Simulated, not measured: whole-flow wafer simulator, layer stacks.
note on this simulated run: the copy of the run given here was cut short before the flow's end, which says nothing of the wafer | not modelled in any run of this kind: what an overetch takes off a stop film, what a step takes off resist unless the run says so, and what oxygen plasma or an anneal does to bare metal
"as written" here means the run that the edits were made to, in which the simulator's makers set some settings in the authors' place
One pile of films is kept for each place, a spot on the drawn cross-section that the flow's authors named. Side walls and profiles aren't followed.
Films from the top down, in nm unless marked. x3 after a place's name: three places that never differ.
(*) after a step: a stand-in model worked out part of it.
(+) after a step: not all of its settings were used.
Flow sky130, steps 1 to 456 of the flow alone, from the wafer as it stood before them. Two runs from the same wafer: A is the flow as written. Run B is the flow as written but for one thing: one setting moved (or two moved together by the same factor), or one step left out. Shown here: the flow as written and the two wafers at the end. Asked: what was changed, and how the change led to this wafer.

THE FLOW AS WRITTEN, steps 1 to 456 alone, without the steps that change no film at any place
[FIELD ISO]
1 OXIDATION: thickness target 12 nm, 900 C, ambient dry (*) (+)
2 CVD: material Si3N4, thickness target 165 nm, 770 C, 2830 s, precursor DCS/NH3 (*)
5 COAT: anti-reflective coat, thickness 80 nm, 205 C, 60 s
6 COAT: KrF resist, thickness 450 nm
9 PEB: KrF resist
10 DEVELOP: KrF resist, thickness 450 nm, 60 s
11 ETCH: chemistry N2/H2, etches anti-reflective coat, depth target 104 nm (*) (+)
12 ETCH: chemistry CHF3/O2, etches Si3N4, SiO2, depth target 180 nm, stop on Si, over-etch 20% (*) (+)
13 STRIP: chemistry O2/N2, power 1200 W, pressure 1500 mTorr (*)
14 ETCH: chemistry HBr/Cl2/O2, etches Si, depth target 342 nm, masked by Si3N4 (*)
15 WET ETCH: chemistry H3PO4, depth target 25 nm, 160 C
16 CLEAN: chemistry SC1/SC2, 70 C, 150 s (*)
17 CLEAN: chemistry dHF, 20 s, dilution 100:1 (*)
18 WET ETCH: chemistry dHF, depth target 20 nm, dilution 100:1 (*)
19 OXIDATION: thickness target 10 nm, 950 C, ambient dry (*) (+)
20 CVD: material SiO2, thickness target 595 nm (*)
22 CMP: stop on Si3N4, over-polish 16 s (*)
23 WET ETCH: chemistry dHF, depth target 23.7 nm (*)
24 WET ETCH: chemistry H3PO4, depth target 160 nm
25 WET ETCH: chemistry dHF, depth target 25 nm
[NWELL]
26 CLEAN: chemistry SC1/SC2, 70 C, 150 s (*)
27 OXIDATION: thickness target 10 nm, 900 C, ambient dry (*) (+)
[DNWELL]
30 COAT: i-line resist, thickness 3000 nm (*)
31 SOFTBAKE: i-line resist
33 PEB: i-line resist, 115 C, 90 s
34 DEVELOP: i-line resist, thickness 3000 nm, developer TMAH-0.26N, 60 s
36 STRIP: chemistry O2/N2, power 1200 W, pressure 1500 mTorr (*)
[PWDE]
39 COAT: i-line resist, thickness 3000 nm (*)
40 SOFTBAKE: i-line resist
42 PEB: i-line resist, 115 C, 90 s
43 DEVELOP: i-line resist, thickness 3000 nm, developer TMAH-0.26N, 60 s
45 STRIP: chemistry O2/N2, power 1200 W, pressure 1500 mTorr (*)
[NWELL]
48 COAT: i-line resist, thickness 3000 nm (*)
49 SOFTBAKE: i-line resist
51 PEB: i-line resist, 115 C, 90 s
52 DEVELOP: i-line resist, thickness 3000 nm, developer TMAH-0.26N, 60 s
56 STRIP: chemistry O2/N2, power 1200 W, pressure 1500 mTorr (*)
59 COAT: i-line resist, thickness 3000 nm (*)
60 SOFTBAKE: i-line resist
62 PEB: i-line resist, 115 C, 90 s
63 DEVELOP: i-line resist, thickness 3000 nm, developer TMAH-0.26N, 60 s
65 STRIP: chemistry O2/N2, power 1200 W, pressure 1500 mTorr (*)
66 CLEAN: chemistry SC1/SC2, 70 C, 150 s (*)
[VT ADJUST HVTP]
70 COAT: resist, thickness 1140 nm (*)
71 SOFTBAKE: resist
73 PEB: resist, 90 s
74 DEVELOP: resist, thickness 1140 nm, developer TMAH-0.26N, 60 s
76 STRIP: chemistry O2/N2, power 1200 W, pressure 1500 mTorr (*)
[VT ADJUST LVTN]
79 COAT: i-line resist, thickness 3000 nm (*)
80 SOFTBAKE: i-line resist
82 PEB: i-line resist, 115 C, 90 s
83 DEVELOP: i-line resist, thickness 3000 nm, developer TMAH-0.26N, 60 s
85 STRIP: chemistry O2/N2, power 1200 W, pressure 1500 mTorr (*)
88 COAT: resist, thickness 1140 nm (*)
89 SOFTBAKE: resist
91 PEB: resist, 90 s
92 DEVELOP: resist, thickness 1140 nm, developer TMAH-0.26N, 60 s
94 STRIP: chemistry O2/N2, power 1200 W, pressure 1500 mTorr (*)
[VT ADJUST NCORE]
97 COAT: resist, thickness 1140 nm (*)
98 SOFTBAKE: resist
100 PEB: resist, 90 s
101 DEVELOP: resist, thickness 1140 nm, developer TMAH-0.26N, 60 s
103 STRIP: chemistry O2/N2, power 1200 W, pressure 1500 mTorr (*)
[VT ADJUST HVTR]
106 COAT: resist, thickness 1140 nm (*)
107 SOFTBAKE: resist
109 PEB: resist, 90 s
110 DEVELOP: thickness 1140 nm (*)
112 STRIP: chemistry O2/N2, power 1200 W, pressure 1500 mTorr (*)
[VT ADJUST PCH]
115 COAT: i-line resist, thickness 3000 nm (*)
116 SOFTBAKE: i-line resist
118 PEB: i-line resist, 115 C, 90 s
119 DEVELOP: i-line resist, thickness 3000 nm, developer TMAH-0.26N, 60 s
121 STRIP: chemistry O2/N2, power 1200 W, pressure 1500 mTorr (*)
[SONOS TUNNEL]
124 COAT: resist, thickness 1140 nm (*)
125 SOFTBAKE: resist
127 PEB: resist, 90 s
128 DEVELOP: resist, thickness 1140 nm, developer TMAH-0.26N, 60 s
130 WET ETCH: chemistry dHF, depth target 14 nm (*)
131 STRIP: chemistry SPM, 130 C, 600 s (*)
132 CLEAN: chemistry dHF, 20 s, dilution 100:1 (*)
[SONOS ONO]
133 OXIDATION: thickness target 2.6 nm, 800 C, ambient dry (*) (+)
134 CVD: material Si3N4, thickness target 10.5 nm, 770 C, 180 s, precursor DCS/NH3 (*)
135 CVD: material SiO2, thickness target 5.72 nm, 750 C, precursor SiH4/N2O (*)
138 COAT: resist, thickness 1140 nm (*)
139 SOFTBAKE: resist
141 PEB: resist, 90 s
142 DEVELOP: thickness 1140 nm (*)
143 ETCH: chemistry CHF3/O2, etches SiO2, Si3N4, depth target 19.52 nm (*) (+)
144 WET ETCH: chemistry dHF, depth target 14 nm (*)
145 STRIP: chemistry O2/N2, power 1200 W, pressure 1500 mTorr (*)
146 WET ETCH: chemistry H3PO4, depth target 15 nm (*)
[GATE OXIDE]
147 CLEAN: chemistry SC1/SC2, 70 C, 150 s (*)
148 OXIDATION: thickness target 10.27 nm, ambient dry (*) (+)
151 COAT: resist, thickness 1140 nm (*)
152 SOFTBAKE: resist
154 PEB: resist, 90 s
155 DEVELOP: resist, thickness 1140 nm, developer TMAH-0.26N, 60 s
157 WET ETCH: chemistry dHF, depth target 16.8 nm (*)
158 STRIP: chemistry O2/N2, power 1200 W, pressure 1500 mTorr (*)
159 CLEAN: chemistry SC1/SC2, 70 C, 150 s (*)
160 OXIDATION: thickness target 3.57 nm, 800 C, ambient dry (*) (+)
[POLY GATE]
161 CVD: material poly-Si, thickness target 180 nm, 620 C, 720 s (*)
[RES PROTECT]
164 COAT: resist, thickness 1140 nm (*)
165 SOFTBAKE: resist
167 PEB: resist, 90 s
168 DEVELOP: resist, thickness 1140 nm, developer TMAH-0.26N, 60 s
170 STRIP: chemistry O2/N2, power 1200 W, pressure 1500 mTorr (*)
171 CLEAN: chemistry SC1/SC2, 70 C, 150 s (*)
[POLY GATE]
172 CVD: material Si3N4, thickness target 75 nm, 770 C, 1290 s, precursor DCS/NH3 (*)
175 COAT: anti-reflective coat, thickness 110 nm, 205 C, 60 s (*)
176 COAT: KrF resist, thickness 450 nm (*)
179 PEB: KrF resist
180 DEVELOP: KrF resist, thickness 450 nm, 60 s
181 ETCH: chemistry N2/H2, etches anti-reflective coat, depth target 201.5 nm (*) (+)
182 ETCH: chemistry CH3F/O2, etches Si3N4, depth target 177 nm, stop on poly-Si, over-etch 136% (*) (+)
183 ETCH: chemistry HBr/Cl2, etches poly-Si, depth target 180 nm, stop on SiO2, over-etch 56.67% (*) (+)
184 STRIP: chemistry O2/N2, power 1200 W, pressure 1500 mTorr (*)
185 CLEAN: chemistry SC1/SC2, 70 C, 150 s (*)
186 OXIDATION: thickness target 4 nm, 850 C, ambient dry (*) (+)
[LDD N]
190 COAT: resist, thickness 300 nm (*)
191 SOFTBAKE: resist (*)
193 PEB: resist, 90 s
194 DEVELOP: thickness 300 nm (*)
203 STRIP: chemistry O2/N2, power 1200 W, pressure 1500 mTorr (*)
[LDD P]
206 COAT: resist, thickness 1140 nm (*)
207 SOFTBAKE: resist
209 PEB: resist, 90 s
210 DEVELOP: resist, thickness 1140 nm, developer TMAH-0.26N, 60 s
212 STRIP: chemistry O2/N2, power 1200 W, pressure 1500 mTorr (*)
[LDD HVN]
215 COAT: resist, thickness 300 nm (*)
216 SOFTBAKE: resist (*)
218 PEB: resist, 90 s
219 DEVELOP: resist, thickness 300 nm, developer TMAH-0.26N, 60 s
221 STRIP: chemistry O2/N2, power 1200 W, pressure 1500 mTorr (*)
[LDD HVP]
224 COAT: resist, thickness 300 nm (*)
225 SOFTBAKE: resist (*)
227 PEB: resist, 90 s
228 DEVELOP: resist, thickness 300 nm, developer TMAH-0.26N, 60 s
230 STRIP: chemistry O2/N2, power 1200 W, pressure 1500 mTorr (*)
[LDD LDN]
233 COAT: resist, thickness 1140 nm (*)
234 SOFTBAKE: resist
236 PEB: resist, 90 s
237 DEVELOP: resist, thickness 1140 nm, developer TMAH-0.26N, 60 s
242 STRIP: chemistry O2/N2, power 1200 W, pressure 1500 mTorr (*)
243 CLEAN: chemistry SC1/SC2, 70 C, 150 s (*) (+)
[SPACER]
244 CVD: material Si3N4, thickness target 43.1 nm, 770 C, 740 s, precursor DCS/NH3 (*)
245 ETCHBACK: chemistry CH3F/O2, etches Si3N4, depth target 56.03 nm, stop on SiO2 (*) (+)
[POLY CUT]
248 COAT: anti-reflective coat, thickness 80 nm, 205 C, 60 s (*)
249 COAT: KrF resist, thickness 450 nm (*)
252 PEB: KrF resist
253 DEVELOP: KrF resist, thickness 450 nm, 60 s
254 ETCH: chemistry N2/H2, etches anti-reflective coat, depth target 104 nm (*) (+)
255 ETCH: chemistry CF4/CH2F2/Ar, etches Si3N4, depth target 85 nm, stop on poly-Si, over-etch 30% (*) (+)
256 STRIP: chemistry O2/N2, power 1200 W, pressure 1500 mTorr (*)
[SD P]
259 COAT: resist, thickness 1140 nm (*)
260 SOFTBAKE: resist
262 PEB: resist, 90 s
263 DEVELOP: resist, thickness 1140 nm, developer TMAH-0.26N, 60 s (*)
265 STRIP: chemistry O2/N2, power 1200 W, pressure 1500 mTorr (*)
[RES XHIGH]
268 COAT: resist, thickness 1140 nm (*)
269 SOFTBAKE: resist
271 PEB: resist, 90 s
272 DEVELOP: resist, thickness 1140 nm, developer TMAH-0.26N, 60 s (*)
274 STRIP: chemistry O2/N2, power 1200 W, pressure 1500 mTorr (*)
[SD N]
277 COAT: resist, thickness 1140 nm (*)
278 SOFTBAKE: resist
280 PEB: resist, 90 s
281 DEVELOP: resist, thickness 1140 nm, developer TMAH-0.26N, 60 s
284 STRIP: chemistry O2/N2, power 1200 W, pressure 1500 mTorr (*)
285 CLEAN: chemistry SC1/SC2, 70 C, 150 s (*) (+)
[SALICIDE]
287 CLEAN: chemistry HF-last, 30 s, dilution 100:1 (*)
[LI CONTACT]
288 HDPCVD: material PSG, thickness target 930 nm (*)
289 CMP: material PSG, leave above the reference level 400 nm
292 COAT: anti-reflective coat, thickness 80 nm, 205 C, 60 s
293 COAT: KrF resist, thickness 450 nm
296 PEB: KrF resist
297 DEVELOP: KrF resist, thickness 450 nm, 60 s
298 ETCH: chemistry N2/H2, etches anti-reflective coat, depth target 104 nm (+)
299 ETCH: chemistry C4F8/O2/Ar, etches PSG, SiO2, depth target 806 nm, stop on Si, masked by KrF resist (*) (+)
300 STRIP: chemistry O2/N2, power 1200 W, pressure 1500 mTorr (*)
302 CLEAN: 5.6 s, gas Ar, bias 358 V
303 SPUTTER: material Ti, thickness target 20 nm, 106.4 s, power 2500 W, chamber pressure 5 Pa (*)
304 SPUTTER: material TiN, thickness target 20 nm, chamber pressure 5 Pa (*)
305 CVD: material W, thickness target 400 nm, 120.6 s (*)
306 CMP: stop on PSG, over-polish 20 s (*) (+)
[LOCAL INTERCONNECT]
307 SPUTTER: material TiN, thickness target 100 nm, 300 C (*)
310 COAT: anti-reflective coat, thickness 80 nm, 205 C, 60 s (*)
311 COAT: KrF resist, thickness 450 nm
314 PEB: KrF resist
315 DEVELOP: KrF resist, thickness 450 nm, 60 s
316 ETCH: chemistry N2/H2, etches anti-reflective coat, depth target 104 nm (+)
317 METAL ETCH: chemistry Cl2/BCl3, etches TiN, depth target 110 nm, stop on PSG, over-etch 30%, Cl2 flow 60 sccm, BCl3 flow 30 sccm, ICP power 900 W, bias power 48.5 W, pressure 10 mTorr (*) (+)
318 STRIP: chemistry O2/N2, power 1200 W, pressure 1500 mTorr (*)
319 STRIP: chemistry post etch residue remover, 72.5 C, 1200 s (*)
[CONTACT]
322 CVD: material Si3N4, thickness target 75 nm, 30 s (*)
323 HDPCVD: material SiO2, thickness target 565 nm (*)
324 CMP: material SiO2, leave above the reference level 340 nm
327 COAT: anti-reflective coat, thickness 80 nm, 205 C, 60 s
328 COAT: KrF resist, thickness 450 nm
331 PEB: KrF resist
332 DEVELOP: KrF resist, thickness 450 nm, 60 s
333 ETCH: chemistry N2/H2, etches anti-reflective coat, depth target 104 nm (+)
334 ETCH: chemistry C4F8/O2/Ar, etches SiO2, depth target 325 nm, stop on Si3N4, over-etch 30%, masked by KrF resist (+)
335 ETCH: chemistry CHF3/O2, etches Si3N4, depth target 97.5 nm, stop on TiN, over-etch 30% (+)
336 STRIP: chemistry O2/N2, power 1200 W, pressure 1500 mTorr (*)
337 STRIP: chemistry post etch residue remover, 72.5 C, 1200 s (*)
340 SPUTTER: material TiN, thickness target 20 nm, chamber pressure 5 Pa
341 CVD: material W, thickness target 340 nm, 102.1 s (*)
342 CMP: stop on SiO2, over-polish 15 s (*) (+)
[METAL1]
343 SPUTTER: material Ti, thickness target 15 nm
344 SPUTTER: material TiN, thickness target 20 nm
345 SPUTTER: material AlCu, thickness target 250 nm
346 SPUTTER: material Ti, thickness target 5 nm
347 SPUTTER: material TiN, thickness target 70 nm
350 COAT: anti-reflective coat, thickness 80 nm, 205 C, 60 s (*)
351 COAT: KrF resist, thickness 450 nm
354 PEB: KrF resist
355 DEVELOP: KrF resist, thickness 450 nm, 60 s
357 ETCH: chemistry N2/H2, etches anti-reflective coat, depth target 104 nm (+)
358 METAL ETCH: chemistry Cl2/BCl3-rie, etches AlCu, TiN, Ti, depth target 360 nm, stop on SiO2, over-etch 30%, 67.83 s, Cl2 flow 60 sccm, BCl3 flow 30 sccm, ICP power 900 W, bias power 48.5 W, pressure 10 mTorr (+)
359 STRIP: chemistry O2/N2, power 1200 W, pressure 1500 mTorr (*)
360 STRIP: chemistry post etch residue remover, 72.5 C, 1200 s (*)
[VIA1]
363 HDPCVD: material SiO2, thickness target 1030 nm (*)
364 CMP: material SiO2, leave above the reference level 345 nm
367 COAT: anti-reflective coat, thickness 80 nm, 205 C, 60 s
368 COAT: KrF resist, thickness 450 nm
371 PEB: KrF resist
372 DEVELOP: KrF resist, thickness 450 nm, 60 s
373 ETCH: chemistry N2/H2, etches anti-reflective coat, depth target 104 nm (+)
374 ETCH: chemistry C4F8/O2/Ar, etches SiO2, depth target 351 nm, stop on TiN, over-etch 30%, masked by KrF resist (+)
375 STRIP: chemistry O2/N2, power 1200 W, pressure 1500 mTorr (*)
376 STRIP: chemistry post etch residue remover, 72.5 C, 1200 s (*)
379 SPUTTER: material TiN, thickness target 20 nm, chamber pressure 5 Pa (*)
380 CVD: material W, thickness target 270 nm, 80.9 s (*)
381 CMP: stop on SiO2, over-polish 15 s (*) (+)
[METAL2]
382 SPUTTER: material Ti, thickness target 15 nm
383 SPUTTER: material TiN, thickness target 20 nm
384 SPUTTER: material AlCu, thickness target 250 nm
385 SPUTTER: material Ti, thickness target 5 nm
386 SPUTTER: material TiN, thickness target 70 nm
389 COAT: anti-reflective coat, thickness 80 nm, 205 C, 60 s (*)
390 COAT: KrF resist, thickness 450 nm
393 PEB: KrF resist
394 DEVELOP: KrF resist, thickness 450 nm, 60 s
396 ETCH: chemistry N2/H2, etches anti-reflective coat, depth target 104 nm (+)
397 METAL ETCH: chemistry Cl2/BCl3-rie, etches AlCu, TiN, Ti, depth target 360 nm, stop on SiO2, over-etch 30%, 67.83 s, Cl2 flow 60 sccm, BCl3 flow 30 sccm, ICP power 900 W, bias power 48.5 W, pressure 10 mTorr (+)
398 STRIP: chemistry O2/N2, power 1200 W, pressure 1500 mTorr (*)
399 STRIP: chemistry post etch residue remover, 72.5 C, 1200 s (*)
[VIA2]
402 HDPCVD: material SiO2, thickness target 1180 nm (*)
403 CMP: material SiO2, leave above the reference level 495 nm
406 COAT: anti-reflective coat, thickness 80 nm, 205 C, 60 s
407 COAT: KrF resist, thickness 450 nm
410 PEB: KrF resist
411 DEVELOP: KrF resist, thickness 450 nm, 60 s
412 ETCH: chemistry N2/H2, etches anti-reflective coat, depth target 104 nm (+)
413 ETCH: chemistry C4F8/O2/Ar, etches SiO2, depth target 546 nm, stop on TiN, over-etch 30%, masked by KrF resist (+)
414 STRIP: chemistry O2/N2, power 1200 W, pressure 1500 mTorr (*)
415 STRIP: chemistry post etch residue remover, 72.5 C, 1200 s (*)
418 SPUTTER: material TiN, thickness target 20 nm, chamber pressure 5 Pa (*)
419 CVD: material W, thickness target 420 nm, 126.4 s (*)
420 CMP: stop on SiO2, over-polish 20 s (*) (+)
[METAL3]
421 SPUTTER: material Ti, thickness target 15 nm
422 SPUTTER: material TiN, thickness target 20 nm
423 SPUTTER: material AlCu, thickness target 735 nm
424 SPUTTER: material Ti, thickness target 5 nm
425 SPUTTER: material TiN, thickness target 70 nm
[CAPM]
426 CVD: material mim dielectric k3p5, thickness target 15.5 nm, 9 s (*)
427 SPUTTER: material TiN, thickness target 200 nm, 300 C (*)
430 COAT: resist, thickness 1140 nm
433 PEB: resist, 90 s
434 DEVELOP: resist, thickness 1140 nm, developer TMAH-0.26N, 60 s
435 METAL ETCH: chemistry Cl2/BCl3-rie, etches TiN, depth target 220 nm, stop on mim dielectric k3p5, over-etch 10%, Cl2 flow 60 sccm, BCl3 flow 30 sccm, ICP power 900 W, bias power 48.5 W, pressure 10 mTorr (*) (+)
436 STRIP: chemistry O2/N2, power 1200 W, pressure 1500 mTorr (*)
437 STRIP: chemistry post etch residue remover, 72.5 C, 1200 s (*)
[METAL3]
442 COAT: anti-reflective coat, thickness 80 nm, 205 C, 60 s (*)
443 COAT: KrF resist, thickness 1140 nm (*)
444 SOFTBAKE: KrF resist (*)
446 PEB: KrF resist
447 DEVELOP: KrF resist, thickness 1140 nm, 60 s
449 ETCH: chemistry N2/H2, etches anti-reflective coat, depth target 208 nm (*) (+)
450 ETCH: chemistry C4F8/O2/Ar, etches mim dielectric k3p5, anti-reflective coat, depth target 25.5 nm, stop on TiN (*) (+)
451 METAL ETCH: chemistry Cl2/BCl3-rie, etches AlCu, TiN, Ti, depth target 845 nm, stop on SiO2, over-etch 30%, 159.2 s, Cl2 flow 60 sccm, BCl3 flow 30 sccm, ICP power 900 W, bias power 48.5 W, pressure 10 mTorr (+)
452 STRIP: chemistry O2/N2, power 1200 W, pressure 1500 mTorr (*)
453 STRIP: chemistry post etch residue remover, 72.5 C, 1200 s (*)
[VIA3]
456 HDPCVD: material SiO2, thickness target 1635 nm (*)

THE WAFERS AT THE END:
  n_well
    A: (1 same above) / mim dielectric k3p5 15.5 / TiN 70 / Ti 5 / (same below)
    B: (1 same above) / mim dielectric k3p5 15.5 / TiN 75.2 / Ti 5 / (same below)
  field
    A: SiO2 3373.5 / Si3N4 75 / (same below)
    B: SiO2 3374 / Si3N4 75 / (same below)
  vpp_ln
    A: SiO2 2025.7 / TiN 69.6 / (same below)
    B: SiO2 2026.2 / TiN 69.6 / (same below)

The cause: step 425, SPUTTER: thickness target 75.2 nm was run, where the flow has thickness target 70 nm.
It can be read off the wafer: n_well has TiN 75.2, and step 425 as written asks for 70 nm.

How the change led to this, step by step:
  425 SPUTTER: material TiN, thickness target 70 nm
      field, active, n_well and 188 more: A TiN +70 (new film) | B TiN +75.2 (new film)
  451 METAL ETCH: chemistry Cl2/BCl3-rie, etches AlCu, TiN, Ti, depth target 845 nm, stop on SiO2, over-etch 30%, 159.2 s, Cl2 flow 60 sccm, BCl3 flow 30 sccm, ICP power 900 W, bias power 48.5 W, pressure 10 mTorr (+)
      field, active, gate and 69 more: A TiN -70 (all of it), Ti -5 (all of it), AlCu -735 (all of it), TiN -20 (all of it), Ti -15 (all of it), SiO2 -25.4 | B TiN -75.2 (all of it), Ti -5 (all of it), AlCu -735 (all of it), TiN -20 (all of it), Ti -15 (all of it), SiO2 -24.8
      vpp_ln, vpp_iso2, ndiff_ln and 10 more: A TiN -70 (all of it), Ti -5 (all of it), AlCu -735 (all of it), TiN -20 (all of it), Ti -15 (all of it), SiO2 -25.3 | B TiN -75.2 (all of it), Ti -5 (all of it), AlCu -735 (all of it), TiN -20 (all of it), Ti -15 (all of it), SiO2 -24.8
